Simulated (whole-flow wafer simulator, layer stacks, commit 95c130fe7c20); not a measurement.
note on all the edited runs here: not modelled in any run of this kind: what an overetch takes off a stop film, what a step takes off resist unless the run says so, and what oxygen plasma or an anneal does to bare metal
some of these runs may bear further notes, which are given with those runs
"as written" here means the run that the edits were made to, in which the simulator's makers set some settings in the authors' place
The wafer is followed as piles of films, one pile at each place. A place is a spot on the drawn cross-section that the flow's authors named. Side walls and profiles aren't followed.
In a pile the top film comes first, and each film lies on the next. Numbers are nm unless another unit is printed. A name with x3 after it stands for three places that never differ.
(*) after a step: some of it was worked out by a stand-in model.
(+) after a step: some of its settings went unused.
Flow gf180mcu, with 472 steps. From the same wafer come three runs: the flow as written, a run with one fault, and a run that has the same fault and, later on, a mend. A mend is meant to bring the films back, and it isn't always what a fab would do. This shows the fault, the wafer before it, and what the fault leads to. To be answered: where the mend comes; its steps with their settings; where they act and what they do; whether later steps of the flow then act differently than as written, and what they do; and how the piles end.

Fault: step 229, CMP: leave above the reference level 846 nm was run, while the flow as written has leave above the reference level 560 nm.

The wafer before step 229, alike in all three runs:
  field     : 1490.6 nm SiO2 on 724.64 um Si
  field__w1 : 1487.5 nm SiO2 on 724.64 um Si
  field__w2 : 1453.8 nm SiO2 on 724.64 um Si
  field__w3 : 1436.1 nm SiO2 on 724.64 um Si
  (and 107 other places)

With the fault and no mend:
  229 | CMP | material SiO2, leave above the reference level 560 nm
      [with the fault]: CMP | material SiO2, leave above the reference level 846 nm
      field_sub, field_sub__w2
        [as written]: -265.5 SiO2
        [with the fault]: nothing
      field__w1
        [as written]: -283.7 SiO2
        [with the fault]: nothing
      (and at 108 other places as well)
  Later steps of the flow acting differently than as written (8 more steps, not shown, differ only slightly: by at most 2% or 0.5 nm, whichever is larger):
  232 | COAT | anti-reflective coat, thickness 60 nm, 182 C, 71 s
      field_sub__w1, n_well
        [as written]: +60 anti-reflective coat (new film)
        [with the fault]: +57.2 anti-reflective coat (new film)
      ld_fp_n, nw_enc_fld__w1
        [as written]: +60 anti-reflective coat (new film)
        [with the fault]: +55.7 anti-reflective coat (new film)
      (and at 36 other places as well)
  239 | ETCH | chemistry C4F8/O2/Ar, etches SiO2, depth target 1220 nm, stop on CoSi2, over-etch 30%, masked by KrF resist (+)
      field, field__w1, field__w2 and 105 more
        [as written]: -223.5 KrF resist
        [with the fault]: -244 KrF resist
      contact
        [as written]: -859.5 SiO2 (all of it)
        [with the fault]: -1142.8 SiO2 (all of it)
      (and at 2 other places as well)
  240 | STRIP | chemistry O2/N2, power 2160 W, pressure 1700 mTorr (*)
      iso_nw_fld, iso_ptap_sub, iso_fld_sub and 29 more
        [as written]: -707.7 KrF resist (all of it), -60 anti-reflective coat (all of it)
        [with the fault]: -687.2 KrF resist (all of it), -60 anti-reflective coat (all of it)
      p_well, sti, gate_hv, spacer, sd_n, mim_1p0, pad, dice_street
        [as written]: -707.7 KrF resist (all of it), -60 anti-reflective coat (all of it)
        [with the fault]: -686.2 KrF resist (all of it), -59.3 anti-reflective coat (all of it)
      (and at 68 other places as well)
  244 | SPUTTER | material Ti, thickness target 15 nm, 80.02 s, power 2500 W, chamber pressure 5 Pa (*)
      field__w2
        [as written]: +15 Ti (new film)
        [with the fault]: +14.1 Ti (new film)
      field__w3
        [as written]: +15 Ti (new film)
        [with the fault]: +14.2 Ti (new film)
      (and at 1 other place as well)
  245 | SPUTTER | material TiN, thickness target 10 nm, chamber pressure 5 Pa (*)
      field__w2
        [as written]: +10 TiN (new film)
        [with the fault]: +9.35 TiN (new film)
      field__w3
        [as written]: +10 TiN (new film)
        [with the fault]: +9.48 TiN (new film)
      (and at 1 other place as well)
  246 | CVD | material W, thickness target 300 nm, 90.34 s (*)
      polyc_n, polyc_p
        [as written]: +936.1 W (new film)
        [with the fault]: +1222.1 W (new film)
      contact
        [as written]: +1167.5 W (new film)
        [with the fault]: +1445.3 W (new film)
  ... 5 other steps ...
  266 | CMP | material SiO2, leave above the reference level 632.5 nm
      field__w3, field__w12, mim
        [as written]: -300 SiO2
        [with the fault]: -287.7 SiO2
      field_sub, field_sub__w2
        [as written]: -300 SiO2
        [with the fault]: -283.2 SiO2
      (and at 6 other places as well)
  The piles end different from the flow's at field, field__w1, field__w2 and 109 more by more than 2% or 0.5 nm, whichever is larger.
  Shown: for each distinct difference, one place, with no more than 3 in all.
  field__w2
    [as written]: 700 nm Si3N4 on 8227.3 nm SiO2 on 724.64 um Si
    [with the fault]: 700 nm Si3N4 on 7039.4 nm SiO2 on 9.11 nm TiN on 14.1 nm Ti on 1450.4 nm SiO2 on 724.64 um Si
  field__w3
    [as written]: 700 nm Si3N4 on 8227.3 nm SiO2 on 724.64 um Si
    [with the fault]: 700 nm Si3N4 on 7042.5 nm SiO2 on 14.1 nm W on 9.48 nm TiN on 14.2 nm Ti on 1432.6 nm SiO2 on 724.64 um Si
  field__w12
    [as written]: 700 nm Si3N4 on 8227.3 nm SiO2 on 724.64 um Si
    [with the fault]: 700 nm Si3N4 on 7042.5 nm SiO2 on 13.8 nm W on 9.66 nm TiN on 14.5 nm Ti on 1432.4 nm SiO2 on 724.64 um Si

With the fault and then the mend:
  The mend stands after step 229.
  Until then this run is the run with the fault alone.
  229a | CMP | material SiO2, leave above the reference level 560 nm (the flow's step 229 again)
      field, field__w5, field__w7 and 86 more
        -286 SiO2
      field_sub, field_sub__w2
        -265.5 SiO2
      field__w1
        -283.7 SiO2
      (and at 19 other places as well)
  None of the later steps of the flow acts differently than as written at any place that is followed.
  At every place that both follow, the piles at the end match the flow's.
